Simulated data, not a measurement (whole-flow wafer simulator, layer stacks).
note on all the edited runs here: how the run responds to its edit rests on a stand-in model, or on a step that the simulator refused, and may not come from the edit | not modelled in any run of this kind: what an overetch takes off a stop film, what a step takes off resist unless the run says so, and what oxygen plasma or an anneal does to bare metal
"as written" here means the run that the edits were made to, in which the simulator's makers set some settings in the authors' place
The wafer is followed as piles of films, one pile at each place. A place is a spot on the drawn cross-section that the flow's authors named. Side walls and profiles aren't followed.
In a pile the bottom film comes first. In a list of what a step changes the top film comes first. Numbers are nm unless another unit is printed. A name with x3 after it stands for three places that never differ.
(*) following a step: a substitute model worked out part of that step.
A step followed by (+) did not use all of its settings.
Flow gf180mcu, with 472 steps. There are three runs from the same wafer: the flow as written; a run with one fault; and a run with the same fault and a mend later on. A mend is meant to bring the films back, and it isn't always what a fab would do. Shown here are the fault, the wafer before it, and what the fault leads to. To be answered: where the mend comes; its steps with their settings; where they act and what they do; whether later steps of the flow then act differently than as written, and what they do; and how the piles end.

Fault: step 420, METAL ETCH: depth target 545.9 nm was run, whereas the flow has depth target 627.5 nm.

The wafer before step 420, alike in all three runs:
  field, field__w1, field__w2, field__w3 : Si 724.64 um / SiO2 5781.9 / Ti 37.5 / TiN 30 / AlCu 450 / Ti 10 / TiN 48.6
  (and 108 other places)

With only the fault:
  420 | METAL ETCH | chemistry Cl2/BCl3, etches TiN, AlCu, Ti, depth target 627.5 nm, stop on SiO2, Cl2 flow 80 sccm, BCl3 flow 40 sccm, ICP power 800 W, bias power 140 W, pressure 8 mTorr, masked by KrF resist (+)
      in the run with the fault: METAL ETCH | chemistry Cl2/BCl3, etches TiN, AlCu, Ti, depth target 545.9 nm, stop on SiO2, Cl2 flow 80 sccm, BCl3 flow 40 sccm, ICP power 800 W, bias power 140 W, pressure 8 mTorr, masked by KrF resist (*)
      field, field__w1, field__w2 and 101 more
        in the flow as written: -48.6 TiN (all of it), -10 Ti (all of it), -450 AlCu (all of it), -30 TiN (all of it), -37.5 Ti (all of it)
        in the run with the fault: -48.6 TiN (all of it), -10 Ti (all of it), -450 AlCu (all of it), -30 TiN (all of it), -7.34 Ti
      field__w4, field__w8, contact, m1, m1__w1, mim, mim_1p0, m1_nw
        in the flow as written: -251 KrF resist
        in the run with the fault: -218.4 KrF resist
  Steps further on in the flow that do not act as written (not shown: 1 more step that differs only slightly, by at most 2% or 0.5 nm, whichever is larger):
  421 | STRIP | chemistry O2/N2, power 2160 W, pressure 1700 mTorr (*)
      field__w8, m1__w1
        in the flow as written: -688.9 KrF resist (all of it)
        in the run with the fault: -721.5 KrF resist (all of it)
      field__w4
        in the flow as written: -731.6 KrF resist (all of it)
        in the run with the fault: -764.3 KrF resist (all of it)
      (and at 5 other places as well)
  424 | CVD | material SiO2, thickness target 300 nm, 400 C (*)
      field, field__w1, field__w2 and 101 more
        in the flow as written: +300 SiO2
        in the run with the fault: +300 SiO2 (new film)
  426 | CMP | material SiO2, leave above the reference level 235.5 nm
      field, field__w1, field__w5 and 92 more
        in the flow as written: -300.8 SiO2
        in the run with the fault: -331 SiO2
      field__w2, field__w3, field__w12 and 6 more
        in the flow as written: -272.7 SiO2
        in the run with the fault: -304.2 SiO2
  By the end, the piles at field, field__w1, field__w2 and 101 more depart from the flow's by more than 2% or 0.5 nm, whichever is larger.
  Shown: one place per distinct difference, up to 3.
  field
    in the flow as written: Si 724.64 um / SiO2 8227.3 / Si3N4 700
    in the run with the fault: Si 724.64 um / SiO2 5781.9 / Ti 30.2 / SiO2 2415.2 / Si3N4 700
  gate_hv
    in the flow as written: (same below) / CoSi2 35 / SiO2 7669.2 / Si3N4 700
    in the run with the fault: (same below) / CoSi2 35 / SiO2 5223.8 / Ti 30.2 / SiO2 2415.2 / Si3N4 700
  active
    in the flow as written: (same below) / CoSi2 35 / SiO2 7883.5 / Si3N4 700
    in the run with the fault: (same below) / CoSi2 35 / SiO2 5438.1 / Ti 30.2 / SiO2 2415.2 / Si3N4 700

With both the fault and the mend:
  After step 420 comes the mend.
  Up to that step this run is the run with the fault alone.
  420a | METAL ETCH | chemistry Cl2/BCl3, etches TiN, AlCu, Ti, depth target 81.6 nm, stop on SiO2, Cl2 flow 80 sccm, BCl3 flow 40 sccm, ICP power 800 W, bias power 140 W, pressure 8 mTorr, masked by KrF resist (+) (a further turn of the flow's step 420, with different settings)
      field, field__w1, field__w2 and 101 more
        -30.2 Ti (all of it)
      field__w4, field__w8, contact, m1, m1__w1, mim, mim_1p0, m1_nw
        -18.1 KrF resist
  Steps further on in the flow that do not act as written:
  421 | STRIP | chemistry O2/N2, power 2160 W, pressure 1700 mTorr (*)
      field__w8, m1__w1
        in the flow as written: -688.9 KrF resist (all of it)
        in the run with the mend: -703.4 KrF resist (all of it)
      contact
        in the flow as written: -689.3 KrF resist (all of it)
        in the run with the mend: -703.8 KrF resist (all of it)
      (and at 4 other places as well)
  At every place that both follow, the piles at the end match the flow's.
